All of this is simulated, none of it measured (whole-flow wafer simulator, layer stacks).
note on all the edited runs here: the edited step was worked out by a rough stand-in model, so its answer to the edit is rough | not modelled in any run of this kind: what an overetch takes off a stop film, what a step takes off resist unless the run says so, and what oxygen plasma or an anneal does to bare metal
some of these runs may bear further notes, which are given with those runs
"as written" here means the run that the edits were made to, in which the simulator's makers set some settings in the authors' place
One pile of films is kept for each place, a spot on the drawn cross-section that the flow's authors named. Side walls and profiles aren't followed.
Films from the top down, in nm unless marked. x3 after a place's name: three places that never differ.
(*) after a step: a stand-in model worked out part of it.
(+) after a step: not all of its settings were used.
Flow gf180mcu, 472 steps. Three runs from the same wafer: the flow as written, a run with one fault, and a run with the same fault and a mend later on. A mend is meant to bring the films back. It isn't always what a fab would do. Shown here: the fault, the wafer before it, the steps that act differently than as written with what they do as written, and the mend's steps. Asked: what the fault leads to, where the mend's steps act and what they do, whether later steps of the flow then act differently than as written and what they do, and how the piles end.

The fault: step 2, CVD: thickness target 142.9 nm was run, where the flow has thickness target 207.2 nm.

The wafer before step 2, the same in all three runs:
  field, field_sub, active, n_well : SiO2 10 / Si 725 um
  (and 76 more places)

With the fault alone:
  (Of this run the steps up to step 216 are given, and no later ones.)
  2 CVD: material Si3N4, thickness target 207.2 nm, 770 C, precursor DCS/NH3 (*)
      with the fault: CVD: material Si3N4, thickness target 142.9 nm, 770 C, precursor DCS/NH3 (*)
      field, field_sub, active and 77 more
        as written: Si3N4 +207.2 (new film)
        with the fault: Si3N4 +142.9 (new film)
  Later steps of the flow that act differently than as written (13 more steps differ only slightly, by at most 2% or 0.5 nm, whichever is larger, and aren't shown):
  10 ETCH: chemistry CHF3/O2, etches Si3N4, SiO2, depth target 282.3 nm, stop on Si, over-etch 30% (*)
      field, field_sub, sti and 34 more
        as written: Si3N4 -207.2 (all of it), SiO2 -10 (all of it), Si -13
        with the fault: Si3N4 -142.9 (all of it), SiO2 -10 (all of it), Si -25.9
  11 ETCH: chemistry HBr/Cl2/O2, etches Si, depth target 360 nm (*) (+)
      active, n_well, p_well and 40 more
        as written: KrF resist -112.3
        with the fault: KrF resist -108
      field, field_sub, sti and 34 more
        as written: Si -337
        with the fault: Si -324.1
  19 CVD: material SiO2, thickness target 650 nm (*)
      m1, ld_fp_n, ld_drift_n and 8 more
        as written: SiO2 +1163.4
        with the fault: SiO2 +1099.2
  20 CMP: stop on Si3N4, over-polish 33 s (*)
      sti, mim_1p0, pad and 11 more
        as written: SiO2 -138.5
        with the fault: SiO2 -202.7
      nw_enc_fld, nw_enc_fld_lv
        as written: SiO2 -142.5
        with the fault: SiO2 -206.7
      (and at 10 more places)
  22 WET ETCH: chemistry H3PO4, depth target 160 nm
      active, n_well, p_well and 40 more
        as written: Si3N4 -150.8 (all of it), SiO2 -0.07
        with the fault: Si3N4 -86.5 (all of it), SiO2 -0.57
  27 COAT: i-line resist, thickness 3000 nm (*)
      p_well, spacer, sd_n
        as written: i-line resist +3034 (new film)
        with the fault: i-line resist +2971.2 (new film)
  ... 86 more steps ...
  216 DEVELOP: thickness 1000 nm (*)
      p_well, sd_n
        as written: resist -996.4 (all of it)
        with the fault: resist -933.7 (all of it)
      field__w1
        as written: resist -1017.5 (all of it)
        with the fault: resist -1047.4 (all of it)
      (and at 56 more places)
  After step 216 the piles differ from the flow's by more than 2% or 0.5 nm, whichever is larger, at field, field__w1, field__w2 and 68 more.
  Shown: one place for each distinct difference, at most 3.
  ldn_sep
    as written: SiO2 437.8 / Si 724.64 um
    with the fault: SiO2 374.1 / Si 724.64 um
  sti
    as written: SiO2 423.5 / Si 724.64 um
    with the fault: SiO2 359.8 / Si 724.64 um
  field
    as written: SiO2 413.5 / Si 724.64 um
    with the fault: SiO2 349.8 / Si 724.64 um

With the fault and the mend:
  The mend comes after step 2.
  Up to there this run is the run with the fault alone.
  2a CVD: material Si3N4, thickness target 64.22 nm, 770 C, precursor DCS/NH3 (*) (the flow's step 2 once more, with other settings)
      field, field_sub, active and 77 more
        Si3N4 +64.2
  No later step of the flow acts differently than as written at any place that is followed.
  At the end the piles are the same as the flow's at every place that both follow.
